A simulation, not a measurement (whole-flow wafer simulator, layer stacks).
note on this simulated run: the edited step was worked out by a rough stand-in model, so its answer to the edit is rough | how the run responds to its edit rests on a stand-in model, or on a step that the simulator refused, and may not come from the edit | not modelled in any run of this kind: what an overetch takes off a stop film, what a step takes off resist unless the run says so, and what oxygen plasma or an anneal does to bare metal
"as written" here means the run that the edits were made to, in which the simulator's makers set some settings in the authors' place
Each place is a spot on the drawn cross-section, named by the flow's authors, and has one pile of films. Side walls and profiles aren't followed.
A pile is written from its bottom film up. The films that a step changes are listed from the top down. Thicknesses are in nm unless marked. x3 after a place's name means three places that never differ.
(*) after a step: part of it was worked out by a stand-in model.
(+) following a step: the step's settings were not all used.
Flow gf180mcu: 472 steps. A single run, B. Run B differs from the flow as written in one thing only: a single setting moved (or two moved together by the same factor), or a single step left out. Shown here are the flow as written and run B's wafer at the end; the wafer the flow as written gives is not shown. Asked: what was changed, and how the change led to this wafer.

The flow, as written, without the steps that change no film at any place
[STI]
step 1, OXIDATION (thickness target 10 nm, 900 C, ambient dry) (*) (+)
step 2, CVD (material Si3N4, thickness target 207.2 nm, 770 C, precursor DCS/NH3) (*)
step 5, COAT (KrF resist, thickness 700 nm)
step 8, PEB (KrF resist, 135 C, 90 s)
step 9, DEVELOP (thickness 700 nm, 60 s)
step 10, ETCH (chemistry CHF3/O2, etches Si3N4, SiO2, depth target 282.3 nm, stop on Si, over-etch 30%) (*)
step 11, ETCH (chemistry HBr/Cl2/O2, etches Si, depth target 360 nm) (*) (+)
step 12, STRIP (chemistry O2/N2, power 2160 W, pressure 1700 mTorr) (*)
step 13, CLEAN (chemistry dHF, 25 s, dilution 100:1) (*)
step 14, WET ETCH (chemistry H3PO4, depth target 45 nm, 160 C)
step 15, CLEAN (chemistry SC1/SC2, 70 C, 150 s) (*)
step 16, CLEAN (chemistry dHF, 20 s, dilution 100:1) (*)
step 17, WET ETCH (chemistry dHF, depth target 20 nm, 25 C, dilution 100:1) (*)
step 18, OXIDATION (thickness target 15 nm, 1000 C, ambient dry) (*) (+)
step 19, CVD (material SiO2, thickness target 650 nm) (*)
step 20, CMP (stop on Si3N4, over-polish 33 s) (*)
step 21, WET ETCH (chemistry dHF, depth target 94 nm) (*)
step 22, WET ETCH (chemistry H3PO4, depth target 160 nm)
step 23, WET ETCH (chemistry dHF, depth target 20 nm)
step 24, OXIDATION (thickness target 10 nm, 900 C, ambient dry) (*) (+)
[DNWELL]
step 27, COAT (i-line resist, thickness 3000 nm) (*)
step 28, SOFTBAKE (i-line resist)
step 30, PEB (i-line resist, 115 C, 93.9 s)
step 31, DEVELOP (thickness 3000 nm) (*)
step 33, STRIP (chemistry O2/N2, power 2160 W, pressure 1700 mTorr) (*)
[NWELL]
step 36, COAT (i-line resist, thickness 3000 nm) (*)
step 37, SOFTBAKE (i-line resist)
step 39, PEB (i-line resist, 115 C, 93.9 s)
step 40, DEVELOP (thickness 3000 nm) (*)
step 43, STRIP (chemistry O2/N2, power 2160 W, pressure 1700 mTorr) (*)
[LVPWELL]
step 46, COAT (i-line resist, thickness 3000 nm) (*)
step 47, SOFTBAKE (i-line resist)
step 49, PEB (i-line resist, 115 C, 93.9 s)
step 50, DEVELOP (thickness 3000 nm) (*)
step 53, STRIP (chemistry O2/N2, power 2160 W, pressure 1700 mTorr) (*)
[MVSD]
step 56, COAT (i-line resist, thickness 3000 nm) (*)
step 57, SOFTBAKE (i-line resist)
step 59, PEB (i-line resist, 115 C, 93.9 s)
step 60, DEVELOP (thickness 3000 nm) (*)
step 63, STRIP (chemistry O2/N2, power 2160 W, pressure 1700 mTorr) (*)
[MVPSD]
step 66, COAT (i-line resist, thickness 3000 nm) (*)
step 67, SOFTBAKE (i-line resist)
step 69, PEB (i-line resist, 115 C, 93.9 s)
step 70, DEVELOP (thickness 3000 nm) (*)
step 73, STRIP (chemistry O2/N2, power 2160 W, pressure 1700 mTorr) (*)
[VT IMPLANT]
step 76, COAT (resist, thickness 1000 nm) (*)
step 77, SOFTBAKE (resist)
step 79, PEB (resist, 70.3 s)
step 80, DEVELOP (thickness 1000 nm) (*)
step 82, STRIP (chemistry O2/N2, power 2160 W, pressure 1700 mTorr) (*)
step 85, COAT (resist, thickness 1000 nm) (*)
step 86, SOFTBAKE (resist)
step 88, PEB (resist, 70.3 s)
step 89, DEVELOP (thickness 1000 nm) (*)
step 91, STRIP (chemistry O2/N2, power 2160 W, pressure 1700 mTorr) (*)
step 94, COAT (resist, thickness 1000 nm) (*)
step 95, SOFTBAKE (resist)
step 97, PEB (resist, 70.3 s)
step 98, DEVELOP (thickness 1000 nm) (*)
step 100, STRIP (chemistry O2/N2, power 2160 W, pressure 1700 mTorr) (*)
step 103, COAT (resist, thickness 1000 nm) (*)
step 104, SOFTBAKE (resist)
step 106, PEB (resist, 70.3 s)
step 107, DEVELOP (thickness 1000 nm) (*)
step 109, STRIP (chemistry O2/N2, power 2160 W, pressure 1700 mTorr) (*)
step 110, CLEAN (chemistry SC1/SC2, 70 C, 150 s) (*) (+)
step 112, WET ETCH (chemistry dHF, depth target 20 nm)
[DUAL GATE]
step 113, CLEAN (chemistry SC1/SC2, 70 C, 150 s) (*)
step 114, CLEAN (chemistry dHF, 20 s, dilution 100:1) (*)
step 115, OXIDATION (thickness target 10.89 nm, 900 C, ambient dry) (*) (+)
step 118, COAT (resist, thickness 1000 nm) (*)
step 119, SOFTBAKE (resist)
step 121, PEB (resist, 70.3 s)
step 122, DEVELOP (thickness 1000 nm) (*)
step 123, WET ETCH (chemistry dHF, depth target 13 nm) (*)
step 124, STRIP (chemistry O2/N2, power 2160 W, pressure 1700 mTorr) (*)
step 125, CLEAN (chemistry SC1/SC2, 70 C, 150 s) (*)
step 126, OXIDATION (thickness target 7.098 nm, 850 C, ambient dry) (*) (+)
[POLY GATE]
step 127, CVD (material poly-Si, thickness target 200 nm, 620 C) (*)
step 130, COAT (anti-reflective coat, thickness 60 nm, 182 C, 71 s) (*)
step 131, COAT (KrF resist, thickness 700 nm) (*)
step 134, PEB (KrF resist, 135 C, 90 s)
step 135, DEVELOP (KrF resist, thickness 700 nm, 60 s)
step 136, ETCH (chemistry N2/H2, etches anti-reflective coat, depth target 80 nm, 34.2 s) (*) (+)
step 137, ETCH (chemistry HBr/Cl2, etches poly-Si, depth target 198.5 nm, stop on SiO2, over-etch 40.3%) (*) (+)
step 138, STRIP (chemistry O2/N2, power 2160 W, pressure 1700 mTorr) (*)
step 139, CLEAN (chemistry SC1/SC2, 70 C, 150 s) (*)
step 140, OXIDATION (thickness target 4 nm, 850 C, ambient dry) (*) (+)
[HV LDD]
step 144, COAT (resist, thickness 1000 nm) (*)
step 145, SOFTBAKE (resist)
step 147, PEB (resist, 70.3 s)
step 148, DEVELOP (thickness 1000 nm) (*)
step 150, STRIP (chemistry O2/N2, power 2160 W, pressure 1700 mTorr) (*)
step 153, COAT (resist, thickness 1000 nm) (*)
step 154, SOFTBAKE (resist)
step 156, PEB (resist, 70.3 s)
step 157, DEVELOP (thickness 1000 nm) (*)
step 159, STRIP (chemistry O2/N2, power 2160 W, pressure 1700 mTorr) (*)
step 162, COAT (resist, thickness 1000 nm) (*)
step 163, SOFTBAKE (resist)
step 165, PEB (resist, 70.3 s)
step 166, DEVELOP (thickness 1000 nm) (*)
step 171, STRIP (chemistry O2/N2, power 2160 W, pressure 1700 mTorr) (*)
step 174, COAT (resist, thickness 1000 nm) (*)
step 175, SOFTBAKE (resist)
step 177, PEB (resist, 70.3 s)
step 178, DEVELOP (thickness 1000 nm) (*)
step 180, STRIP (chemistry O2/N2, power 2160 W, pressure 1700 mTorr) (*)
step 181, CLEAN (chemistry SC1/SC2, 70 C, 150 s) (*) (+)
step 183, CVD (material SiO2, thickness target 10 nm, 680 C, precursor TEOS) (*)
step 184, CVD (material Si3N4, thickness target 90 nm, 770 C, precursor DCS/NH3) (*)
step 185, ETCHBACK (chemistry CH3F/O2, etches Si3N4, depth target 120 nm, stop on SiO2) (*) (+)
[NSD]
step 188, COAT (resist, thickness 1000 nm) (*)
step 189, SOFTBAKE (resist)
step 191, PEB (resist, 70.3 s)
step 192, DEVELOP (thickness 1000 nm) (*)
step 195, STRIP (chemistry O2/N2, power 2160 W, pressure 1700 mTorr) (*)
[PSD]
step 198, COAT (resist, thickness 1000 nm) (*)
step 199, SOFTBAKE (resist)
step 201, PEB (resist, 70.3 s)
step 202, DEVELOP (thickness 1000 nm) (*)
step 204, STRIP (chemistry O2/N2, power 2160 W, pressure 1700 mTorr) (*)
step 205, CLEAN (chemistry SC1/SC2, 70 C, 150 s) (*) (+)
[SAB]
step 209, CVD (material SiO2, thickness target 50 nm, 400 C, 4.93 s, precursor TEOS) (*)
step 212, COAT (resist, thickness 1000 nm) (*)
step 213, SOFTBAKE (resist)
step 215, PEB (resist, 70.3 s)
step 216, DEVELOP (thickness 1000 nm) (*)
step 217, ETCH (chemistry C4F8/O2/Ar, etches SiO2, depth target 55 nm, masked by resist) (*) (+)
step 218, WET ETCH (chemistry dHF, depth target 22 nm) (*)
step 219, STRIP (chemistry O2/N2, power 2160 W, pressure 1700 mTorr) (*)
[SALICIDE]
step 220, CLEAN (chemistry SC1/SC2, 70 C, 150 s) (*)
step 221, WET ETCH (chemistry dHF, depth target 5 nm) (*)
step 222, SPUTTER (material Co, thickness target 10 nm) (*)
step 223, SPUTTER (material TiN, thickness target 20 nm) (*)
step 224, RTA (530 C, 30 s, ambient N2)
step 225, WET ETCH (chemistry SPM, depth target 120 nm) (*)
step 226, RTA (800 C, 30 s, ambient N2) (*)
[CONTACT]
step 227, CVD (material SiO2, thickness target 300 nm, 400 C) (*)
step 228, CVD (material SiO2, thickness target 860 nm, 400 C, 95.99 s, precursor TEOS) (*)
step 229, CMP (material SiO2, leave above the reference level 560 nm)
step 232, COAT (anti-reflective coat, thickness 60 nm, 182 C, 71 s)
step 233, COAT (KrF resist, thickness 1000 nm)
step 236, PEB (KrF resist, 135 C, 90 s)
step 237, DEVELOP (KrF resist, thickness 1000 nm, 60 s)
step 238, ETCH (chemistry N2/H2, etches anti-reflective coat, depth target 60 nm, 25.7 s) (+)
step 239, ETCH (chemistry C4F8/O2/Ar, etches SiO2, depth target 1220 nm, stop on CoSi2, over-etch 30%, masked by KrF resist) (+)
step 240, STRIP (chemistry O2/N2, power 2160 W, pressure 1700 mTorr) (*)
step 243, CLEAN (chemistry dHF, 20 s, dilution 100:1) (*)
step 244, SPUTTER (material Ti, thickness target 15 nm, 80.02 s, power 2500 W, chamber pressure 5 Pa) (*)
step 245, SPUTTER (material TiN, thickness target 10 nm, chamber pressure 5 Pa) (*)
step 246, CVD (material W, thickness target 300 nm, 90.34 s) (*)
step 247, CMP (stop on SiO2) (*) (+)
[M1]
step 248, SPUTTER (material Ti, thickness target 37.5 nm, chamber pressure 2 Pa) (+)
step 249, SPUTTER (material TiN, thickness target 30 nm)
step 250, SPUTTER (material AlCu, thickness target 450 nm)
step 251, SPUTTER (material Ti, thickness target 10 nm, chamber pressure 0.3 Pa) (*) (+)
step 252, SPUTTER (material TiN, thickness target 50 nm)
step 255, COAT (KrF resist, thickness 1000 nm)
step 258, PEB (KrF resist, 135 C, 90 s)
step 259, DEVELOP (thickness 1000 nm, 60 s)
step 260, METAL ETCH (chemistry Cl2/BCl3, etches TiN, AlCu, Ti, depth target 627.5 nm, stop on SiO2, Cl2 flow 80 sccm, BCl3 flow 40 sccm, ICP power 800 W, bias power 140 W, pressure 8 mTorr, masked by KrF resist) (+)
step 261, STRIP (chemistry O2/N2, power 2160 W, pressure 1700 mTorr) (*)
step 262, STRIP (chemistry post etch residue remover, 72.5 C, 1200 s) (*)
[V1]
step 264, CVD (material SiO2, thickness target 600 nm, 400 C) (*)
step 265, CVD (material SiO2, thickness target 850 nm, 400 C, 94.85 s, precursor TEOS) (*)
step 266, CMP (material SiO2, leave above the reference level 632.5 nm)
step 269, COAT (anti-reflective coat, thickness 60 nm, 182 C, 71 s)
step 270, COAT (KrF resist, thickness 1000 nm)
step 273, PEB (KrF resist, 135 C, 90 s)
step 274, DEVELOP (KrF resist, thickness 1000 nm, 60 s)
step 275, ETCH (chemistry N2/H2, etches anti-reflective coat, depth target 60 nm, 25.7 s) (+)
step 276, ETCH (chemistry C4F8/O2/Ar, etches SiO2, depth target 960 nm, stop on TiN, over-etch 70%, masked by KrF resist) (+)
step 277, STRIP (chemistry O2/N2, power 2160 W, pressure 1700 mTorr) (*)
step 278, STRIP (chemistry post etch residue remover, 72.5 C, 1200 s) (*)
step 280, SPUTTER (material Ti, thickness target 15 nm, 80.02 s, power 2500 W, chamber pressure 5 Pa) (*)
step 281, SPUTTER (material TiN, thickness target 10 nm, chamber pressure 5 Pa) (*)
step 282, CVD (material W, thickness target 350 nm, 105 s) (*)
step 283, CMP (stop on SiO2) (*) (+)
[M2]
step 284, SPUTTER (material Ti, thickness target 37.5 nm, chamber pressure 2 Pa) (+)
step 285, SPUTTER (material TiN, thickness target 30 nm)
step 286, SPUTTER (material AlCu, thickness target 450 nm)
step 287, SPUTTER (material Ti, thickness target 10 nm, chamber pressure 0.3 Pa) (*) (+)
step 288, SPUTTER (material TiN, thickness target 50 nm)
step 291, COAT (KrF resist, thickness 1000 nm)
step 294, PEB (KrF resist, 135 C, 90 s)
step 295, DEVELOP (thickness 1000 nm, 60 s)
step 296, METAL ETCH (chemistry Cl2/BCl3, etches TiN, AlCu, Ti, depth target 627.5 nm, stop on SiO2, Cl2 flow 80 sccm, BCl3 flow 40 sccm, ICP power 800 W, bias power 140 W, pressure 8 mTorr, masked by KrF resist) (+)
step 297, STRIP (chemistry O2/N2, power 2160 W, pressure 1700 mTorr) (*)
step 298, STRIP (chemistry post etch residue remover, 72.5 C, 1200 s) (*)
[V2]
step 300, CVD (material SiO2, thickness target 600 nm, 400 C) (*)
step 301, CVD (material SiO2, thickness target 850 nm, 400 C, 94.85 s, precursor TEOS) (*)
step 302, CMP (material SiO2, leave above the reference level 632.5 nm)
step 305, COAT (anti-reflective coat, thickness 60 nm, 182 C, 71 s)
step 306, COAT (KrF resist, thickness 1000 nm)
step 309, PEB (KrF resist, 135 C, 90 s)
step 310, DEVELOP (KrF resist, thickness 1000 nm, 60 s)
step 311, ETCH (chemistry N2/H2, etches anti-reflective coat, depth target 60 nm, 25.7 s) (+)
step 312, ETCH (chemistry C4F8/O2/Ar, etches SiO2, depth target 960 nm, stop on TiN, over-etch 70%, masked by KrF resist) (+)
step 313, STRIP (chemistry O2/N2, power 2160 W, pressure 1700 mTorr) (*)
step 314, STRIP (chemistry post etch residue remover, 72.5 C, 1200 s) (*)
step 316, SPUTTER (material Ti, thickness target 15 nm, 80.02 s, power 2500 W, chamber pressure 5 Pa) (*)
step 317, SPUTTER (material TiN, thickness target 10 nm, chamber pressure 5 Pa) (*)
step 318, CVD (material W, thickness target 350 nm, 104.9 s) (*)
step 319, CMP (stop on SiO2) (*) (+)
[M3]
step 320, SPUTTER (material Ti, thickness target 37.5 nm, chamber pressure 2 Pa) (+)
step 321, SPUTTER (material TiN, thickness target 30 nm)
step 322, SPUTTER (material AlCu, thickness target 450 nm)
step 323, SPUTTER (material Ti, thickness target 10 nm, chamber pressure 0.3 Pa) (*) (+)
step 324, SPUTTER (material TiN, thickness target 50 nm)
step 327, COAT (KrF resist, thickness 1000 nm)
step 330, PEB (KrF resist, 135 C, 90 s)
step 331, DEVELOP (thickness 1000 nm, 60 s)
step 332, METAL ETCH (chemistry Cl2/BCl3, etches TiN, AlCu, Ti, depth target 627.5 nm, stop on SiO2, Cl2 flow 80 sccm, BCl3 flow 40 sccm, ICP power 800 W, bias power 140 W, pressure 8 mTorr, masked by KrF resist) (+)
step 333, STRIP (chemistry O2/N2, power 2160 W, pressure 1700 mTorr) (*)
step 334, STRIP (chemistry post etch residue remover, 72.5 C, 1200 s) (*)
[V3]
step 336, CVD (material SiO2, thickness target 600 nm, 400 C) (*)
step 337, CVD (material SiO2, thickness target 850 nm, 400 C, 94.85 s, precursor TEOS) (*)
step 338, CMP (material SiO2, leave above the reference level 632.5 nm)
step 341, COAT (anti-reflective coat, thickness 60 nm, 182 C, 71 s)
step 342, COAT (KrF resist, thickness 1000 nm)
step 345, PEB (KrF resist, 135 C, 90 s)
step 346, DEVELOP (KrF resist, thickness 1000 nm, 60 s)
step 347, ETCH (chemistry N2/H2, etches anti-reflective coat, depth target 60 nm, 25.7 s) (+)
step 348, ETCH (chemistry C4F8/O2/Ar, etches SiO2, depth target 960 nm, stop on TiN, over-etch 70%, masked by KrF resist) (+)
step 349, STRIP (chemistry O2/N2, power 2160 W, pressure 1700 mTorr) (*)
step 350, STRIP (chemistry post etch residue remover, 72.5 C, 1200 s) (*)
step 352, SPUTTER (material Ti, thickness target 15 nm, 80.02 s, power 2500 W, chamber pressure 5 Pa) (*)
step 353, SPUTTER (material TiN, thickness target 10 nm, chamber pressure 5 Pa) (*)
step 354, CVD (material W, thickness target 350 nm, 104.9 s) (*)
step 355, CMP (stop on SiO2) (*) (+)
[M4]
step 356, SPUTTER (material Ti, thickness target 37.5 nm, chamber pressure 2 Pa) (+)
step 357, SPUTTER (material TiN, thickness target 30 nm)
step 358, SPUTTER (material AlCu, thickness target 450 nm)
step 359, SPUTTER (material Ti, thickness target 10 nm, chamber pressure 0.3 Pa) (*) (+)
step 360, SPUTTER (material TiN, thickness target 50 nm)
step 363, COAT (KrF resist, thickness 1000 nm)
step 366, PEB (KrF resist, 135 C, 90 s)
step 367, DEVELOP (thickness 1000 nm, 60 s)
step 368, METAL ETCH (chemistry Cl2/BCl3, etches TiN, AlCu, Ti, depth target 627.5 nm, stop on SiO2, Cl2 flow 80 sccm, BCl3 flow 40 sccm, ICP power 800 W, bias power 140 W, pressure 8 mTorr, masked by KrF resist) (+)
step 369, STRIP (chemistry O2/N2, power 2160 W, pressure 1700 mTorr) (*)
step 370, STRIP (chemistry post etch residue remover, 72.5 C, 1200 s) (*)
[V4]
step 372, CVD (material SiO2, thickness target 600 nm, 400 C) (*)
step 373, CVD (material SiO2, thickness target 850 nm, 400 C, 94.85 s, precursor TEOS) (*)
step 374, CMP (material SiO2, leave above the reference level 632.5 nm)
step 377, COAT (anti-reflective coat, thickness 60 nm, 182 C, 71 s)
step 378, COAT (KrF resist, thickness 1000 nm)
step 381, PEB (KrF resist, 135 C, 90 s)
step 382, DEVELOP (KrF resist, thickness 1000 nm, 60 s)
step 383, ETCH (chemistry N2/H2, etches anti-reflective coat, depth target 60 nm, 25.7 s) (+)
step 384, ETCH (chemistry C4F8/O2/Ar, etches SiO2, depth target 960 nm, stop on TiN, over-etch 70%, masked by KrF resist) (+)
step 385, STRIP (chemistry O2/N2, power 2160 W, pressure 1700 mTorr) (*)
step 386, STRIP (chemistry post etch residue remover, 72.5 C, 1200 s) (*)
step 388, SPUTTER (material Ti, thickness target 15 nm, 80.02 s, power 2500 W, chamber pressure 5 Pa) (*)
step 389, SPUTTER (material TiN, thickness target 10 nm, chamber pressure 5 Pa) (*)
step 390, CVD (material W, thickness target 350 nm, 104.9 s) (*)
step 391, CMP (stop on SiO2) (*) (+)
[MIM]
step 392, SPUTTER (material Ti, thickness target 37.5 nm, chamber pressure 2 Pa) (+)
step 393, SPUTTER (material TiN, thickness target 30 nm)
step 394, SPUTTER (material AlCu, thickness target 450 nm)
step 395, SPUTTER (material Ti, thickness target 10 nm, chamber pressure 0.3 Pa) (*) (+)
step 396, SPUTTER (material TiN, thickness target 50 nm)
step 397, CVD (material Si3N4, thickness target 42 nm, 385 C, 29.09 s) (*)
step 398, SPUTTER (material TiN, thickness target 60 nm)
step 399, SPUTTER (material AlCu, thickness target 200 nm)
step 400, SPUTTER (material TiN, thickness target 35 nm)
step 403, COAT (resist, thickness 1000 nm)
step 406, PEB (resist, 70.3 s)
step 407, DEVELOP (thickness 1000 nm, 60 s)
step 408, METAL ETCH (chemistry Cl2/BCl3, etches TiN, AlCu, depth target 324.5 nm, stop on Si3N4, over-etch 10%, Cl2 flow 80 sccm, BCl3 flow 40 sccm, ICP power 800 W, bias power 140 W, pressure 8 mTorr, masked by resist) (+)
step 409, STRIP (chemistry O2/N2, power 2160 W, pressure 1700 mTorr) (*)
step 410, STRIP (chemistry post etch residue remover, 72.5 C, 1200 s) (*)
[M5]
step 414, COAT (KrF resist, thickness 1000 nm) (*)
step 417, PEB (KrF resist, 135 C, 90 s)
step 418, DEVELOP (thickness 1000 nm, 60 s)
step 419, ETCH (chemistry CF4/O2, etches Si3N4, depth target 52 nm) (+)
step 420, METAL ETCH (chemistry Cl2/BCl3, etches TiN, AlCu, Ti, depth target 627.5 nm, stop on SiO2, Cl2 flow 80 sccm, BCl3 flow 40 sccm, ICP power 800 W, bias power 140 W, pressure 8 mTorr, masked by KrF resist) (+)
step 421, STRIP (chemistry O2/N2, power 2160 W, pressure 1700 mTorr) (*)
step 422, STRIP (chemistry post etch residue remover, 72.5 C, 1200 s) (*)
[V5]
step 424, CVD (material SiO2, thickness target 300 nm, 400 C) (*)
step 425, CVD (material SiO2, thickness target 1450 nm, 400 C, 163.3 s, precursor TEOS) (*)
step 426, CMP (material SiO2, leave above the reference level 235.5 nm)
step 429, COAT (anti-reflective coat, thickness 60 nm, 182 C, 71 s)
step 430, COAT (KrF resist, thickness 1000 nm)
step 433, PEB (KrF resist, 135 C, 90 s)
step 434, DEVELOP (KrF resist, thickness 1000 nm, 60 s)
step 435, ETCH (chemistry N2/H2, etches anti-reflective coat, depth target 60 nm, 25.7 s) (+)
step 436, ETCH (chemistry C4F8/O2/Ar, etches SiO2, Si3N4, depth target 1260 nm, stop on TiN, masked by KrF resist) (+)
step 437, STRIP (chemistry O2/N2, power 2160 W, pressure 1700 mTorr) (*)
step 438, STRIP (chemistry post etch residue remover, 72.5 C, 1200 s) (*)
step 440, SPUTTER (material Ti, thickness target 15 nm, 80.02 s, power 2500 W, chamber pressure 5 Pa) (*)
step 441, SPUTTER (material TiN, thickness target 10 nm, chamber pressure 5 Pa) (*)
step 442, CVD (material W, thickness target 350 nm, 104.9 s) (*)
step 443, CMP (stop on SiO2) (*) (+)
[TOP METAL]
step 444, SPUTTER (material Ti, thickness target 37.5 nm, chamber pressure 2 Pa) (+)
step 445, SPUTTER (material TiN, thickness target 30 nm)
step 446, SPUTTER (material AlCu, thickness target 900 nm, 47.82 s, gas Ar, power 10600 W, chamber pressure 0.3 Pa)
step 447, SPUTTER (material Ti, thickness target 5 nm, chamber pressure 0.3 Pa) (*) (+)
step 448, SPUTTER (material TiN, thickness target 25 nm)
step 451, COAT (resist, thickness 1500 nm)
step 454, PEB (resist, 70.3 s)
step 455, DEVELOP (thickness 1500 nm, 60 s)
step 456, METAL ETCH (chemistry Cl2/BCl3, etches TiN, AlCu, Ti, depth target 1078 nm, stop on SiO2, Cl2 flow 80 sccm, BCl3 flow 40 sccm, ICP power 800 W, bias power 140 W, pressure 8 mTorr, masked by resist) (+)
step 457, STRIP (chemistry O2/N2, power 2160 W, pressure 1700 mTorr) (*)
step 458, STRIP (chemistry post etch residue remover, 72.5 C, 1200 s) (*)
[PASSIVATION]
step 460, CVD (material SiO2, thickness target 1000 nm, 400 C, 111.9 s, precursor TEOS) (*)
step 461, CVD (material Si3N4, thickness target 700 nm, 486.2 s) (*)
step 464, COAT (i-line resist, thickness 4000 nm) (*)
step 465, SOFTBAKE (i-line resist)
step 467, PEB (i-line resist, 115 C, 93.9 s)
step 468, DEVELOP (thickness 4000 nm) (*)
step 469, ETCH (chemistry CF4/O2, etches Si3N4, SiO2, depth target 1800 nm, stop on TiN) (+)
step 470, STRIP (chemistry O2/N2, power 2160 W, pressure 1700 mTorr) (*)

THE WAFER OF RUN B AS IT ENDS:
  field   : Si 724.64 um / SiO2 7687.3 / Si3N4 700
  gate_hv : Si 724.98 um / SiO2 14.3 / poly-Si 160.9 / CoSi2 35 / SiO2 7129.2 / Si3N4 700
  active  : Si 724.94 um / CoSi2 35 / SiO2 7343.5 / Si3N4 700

The reason: step 460, CVD: thickness target 450 nm was run, though the flow has thickness target 1000 nm; step 460, CVD: 50.38 s was run, where the flow has 111.9 s.

Step by step, how the change led to this:
  step 460, CVD (material SiO2, thickness target 1000 nm, 400 C, 111.9 s, precursor TEOS) (*)
      field, field__w1, field__w2 and 103 more: +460 SiO2 (as written it would have been: +1000 SiO2)
      field__w8, contact, m1, m1__w1, pad, m1_nw: +460 SiO2 (new film) (as written it would have been: +1000 SiO2 (new film))
  step 465, SOFTBAKE (i-line resist)
      gate: -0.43 i-line resist (as written it would have been: +1.79 i-line resist)
      ld_acc_p, ld_fp_p, ld_drift_p: +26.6 i-line resist (as written it would have been: +33.8 i-line resist)
      (also at 57 further places)
  step 469, ETCH (chemistry CF4/O2, etches Si3N4, SiO2, depth target 1800 nm, stop on TiN) (+)
      field, field__w1, field__w2 and 108 more: -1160 i-line resist (as written it would have been: -1200 i-line resist)
      pad: -700 Si3N4 (all of it), -460 SiO2 (all of it) (as written it would have been: -700 Si3N4 (all of it), -1000 SiO2 (all of it))
  step 470, STRIP (chemistry O2/N2, power 2160 W, pressure 1700 mTorr) (*)
      field__w8, m1__w1: -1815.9 i-line resist (all of it) (as written it would have been: -1775.9 i-line resist (all of it))
